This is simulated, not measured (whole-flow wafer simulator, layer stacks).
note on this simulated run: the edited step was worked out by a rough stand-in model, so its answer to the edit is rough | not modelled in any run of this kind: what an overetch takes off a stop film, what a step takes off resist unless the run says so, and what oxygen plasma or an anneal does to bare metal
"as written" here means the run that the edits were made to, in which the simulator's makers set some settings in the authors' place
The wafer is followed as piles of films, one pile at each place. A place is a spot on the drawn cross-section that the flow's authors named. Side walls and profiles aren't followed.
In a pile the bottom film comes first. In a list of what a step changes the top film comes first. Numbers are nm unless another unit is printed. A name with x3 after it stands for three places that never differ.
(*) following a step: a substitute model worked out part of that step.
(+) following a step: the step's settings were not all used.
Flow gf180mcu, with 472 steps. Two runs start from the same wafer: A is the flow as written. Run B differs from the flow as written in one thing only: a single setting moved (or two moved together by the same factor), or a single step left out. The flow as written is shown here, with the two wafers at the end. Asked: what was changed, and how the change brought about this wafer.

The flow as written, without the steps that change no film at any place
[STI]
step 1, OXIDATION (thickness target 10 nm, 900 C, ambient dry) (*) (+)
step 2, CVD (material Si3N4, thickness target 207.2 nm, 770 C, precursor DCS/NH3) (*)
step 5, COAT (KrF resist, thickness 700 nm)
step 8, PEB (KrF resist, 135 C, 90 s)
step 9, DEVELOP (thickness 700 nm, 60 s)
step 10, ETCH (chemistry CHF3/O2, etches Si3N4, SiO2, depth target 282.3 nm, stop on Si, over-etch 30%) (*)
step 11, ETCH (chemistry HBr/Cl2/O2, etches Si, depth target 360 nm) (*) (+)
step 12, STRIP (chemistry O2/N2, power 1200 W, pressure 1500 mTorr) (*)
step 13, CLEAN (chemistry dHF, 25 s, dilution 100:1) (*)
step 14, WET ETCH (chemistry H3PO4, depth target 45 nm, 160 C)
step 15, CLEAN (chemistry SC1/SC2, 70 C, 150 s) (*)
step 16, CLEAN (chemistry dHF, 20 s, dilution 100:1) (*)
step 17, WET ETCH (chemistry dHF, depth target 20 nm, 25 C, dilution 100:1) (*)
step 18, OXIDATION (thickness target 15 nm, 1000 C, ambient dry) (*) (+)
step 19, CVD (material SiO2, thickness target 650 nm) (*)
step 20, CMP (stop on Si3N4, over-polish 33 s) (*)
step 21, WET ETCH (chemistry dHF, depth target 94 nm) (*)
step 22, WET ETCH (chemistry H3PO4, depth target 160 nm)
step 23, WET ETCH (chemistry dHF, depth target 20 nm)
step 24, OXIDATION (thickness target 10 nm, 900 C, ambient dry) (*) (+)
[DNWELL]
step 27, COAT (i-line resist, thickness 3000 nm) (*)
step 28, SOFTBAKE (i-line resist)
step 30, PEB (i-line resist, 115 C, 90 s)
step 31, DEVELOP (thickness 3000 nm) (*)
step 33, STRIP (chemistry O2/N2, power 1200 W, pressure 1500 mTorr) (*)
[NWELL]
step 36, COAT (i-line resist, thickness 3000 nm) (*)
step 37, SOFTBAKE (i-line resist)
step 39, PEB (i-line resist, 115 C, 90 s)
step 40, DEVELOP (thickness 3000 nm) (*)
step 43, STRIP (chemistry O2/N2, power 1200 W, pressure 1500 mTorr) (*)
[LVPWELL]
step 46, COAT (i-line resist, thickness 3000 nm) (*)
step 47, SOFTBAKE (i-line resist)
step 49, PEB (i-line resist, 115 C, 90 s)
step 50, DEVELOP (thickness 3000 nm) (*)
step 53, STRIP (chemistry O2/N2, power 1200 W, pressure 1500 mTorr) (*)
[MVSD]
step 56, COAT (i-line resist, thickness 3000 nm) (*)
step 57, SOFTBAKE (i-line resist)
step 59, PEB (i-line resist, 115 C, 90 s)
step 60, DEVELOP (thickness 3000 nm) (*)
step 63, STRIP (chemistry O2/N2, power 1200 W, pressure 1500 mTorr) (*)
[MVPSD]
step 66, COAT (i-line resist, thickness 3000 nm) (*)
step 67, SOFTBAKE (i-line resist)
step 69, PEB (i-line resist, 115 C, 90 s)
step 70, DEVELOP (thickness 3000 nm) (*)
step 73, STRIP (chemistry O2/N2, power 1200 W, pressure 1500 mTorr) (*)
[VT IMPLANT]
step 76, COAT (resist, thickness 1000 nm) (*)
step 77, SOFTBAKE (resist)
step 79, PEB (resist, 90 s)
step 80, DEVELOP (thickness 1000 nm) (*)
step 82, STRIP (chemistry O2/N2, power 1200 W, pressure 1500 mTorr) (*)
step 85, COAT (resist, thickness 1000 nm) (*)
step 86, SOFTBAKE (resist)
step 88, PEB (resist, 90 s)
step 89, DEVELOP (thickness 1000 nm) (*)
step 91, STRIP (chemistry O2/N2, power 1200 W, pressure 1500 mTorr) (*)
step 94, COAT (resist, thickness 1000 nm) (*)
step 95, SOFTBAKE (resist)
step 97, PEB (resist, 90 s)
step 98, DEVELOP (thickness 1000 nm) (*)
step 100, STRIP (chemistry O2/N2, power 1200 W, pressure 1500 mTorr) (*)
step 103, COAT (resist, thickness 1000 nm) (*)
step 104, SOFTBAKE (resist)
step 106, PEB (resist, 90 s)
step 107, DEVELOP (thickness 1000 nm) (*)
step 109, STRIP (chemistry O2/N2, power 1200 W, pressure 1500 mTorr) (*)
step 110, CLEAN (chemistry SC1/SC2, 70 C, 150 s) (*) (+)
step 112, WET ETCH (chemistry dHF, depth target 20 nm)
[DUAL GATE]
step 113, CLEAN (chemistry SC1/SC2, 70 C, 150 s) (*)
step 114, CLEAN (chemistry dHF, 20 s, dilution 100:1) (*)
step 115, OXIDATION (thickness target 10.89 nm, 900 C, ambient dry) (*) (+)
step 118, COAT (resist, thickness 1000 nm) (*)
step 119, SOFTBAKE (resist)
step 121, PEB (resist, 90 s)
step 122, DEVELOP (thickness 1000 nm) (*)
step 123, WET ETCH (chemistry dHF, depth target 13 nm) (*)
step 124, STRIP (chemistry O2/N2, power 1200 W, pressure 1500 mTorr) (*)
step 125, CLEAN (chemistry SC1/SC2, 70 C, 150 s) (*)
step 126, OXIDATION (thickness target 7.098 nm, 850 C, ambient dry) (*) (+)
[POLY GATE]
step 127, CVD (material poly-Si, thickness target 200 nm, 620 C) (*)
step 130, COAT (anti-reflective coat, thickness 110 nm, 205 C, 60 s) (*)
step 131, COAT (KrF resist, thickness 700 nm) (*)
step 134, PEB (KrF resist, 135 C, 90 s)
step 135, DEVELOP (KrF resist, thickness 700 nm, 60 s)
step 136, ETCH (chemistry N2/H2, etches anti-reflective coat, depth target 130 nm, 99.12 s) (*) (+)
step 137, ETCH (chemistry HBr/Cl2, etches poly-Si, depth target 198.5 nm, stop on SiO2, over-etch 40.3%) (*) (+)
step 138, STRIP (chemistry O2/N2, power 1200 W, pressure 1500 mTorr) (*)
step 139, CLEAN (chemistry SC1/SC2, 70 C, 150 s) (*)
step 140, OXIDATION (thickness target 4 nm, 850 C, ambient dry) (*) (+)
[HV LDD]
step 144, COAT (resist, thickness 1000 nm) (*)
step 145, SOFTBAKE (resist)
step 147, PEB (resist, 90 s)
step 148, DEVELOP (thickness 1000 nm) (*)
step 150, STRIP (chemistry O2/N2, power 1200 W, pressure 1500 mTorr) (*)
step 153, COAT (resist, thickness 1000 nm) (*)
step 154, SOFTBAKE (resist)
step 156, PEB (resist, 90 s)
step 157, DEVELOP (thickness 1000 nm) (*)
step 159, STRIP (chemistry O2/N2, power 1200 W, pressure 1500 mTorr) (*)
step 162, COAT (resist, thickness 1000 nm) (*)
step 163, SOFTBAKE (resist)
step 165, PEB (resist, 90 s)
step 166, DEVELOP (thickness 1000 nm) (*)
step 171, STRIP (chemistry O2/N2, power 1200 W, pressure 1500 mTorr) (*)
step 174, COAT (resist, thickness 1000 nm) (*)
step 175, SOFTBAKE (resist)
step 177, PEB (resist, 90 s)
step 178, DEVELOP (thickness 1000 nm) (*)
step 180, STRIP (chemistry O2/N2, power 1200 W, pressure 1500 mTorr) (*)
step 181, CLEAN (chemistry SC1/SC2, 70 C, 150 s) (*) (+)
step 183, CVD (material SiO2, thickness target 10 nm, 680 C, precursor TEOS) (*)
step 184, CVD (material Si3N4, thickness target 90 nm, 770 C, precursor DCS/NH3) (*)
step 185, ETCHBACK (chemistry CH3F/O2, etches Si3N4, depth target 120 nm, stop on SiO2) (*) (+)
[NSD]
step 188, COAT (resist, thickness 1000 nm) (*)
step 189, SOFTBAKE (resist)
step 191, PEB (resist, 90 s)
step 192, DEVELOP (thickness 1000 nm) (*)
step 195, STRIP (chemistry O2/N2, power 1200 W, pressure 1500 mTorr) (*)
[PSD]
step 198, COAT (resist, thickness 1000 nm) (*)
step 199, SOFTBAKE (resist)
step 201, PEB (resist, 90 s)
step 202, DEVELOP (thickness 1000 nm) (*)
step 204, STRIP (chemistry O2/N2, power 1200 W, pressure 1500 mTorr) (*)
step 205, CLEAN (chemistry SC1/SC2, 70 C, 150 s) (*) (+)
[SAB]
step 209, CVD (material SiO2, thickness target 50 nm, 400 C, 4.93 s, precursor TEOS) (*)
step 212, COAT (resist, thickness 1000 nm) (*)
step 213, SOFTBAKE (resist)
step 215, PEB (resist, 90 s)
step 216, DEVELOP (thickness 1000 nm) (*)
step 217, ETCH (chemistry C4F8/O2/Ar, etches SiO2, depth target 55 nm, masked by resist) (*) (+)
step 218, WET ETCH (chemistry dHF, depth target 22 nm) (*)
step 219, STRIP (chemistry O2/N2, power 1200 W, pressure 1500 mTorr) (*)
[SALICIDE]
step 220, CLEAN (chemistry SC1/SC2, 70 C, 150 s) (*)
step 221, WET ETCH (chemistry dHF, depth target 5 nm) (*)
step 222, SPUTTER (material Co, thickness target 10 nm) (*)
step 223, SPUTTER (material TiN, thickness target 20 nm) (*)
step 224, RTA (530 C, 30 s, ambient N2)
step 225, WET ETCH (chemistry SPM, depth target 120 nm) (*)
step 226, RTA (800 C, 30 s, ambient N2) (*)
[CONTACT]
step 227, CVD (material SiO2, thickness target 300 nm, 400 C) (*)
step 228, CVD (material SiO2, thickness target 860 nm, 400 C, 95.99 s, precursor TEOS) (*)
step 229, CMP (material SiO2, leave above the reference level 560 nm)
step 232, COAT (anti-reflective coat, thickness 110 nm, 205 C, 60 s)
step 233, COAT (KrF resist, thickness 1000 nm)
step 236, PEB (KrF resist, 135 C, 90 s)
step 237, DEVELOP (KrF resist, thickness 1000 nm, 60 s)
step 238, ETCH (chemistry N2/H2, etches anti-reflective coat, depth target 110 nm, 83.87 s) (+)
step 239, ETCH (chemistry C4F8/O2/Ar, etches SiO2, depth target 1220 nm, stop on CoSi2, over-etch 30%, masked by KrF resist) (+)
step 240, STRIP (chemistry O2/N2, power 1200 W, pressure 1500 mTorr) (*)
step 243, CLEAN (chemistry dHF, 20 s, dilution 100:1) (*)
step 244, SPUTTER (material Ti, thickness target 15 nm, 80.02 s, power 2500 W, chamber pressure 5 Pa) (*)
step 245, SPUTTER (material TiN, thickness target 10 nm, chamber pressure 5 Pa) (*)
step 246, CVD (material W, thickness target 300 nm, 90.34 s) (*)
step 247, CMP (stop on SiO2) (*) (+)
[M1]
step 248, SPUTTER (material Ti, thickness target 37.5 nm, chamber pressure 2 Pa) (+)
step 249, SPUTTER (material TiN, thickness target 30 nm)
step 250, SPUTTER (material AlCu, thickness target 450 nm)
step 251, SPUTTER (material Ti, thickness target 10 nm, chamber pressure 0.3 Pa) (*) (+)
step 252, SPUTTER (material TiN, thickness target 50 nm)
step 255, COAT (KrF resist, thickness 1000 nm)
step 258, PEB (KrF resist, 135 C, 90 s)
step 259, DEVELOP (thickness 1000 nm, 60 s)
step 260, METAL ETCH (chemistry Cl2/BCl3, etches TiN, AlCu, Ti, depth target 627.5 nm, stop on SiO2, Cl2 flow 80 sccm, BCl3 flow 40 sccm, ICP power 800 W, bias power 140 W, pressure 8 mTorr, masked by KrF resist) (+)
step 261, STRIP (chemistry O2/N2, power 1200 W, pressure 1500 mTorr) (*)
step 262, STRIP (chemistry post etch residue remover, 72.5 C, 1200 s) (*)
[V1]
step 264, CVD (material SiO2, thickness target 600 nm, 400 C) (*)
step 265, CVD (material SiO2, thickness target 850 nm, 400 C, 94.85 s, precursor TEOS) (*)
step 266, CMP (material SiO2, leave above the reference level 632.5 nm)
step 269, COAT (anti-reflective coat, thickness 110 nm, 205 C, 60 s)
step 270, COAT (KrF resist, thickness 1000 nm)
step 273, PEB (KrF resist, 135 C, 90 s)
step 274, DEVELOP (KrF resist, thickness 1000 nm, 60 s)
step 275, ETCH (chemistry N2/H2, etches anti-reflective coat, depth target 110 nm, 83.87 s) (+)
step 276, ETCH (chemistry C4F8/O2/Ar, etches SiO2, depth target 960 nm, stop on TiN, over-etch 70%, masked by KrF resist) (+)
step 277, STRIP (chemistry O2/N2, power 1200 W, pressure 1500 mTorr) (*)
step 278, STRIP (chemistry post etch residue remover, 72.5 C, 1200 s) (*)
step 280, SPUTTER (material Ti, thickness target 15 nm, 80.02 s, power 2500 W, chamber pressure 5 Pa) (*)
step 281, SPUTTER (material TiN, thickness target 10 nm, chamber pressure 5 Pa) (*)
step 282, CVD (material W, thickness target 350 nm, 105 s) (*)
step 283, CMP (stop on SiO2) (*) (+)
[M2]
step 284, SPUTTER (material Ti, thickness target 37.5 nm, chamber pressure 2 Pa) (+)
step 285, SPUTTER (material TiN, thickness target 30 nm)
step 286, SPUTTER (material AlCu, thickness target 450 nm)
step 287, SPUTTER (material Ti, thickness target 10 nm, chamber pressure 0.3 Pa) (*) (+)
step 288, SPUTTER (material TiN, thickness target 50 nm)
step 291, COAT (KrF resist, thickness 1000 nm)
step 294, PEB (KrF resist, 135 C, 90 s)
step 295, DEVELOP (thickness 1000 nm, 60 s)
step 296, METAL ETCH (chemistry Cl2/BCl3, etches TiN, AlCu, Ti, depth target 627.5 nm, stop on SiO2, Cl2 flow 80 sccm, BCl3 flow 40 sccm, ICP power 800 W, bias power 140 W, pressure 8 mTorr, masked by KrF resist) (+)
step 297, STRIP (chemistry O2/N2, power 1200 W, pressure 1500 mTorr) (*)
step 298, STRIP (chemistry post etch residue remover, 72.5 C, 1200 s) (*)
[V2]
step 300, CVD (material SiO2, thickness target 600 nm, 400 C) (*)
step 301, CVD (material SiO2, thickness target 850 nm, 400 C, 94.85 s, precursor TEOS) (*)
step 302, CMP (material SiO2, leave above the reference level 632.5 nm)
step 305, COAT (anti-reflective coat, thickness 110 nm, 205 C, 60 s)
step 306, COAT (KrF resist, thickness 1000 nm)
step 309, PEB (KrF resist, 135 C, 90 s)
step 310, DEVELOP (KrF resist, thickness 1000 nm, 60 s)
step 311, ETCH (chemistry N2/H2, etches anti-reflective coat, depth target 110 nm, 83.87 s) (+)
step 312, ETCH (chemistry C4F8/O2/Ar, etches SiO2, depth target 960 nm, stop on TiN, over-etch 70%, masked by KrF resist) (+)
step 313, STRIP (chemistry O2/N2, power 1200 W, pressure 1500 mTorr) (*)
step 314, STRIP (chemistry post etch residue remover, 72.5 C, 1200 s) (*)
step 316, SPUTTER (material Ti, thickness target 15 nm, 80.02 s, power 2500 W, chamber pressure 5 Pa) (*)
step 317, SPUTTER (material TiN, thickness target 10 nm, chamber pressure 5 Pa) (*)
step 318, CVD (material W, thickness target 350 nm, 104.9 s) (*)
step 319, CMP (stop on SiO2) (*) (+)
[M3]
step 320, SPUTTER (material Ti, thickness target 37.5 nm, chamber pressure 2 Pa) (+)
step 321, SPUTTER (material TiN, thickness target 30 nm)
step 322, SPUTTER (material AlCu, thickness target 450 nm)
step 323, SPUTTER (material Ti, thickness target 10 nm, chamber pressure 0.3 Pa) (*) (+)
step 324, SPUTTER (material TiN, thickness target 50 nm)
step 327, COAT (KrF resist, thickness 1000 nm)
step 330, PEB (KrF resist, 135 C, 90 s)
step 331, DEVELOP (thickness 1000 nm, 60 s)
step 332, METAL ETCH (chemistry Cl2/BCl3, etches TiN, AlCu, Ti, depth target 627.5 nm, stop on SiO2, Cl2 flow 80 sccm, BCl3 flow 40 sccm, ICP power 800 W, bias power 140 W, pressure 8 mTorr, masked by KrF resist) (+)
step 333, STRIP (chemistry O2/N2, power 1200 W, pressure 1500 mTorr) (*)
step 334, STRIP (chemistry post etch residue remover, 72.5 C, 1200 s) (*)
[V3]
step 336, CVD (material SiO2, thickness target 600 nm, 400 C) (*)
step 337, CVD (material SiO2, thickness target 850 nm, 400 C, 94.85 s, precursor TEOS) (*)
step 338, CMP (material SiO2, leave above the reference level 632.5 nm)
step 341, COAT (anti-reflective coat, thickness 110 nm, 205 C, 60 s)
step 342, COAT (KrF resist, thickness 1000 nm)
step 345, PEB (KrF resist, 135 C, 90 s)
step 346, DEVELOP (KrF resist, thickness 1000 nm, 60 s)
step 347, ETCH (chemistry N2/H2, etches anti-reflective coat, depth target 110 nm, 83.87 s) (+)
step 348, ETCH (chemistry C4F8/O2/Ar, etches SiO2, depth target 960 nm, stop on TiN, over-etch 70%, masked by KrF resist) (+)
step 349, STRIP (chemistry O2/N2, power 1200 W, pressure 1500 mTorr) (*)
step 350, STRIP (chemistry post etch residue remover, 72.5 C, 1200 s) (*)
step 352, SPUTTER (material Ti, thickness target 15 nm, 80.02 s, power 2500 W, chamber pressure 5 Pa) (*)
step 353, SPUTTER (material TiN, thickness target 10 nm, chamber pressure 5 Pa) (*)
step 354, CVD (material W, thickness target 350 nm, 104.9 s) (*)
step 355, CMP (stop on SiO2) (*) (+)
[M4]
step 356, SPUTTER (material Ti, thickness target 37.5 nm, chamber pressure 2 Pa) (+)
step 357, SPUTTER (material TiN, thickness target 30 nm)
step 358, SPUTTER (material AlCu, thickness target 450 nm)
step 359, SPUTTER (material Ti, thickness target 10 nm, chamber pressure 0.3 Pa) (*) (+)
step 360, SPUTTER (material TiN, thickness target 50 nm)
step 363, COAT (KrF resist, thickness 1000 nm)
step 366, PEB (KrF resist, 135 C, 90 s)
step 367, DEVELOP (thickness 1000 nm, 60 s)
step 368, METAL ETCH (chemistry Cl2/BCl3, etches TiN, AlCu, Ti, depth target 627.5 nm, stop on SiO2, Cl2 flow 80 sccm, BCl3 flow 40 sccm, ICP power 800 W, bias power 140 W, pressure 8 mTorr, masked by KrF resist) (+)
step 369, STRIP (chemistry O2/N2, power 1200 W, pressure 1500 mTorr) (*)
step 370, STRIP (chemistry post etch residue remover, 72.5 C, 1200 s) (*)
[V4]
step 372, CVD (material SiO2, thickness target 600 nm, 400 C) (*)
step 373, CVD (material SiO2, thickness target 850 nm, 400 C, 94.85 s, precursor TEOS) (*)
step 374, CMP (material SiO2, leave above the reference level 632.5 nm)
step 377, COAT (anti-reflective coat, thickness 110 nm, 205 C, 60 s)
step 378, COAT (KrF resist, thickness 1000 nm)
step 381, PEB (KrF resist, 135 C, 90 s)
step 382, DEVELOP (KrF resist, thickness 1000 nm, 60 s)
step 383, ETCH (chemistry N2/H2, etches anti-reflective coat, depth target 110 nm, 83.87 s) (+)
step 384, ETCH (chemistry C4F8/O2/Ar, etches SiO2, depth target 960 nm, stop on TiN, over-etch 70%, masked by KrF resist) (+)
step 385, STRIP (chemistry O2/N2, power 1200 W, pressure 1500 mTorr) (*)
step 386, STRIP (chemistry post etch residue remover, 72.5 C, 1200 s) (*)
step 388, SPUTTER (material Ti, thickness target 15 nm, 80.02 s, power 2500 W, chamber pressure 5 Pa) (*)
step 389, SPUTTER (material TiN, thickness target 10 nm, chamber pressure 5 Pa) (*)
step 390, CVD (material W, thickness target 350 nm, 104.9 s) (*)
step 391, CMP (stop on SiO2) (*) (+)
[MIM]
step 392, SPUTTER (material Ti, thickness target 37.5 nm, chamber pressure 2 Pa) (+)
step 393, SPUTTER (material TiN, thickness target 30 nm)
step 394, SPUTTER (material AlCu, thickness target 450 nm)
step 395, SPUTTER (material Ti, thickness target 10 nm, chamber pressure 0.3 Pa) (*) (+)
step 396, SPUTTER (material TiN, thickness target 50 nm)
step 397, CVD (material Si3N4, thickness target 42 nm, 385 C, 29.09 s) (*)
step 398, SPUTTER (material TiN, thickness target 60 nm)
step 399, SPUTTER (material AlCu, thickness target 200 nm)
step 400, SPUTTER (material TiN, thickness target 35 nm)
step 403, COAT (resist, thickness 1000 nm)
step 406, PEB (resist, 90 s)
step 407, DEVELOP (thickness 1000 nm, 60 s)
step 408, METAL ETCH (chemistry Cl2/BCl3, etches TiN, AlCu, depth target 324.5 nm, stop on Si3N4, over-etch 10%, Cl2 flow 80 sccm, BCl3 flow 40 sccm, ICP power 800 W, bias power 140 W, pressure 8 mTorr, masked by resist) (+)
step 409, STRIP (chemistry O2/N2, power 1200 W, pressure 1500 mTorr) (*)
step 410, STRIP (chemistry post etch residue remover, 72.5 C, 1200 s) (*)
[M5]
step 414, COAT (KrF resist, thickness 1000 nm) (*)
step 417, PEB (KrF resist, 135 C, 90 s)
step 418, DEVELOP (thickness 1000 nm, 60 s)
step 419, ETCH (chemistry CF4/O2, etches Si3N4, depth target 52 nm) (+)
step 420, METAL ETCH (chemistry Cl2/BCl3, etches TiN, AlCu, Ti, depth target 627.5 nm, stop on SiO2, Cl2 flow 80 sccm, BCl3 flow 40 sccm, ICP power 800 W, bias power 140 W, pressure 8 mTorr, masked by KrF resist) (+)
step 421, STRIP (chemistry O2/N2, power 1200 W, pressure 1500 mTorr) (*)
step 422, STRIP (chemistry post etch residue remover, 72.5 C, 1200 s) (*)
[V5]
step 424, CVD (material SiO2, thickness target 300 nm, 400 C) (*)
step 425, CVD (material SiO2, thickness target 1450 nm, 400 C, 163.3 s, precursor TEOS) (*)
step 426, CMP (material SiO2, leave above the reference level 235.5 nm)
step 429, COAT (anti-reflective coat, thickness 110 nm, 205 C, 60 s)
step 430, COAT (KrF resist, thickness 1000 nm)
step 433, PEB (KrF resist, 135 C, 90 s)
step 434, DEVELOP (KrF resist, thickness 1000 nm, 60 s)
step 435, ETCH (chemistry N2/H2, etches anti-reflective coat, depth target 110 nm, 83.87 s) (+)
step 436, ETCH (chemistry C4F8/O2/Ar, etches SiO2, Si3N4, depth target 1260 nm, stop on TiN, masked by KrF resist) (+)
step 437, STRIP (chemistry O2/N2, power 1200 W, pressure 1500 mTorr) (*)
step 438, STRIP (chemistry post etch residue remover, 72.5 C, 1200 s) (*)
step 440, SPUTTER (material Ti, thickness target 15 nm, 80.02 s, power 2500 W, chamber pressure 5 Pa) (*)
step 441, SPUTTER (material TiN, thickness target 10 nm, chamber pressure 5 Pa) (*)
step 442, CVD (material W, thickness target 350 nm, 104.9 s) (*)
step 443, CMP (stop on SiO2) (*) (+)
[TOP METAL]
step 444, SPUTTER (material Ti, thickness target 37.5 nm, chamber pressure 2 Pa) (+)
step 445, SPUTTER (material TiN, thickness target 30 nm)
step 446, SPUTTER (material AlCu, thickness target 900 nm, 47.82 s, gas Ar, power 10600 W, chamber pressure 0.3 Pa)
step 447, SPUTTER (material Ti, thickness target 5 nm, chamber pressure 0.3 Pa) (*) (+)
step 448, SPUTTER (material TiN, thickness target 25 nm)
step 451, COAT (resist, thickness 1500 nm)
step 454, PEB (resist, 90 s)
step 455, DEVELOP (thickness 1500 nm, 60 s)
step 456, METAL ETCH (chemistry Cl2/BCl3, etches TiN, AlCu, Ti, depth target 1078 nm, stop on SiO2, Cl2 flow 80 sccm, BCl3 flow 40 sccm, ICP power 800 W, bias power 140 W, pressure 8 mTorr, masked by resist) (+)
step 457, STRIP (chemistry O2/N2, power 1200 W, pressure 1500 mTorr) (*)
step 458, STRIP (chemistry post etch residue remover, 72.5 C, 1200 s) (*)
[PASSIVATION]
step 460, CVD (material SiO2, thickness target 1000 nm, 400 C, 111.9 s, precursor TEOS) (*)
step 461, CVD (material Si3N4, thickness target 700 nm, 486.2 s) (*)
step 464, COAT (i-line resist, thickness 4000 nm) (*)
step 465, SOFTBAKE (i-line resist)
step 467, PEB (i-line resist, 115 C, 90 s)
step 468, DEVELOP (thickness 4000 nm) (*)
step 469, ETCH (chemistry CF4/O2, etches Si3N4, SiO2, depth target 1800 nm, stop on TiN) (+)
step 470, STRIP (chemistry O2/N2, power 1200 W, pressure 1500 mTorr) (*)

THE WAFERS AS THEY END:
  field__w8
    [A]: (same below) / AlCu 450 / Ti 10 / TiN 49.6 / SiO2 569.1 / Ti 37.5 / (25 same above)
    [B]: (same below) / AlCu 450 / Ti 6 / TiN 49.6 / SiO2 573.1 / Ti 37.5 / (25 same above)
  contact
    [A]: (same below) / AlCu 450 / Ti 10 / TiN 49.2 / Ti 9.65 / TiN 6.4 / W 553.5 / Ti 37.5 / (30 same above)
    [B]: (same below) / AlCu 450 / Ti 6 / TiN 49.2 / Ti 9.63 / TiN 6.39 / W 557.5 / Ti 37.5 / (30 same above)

Cause: step 287, SPUTTER: thickness target 6 nm was run, while the flow as written has thickness target 10 nm.
The wafer itself shows it: field__w8 has Ti 6, and step 287 as written asks for 10 nm.

The path from the change to this, step by step:
  step 287, SPUTTER (material Ti, thickness target 10 nm, chamber pressure 0.3 Pa) (*) (+)
      field, field__w1, field__w2 and 108 more: A +10 Ti (new film) | B +6 Ti (new film)
  step 296, METAL ETCH (chemistry Cl2/BCl3, etches TiN, AlCu, Ti, depth target 627.5 nm, stop on SiO2, Cl2 flow 80 sccm, BCl3 flow 40 sccm, ICP power 800 W, bias power 140 W, pressure 8 mTorr, masked by KrF resist) (+)
      field, field__w1, field__w2 and 103 more: A -50 TiN (all of it), -10 Ti (all of it), -450 AlCu (all of it), -30 TiN (all of it), -37.5 Ti (all of it) | B -50 TiN (all of it), -6 Ti (all of it), -450 AlCu (all of it), -30 TiN (all of it), -37.5 Ti (all of it)
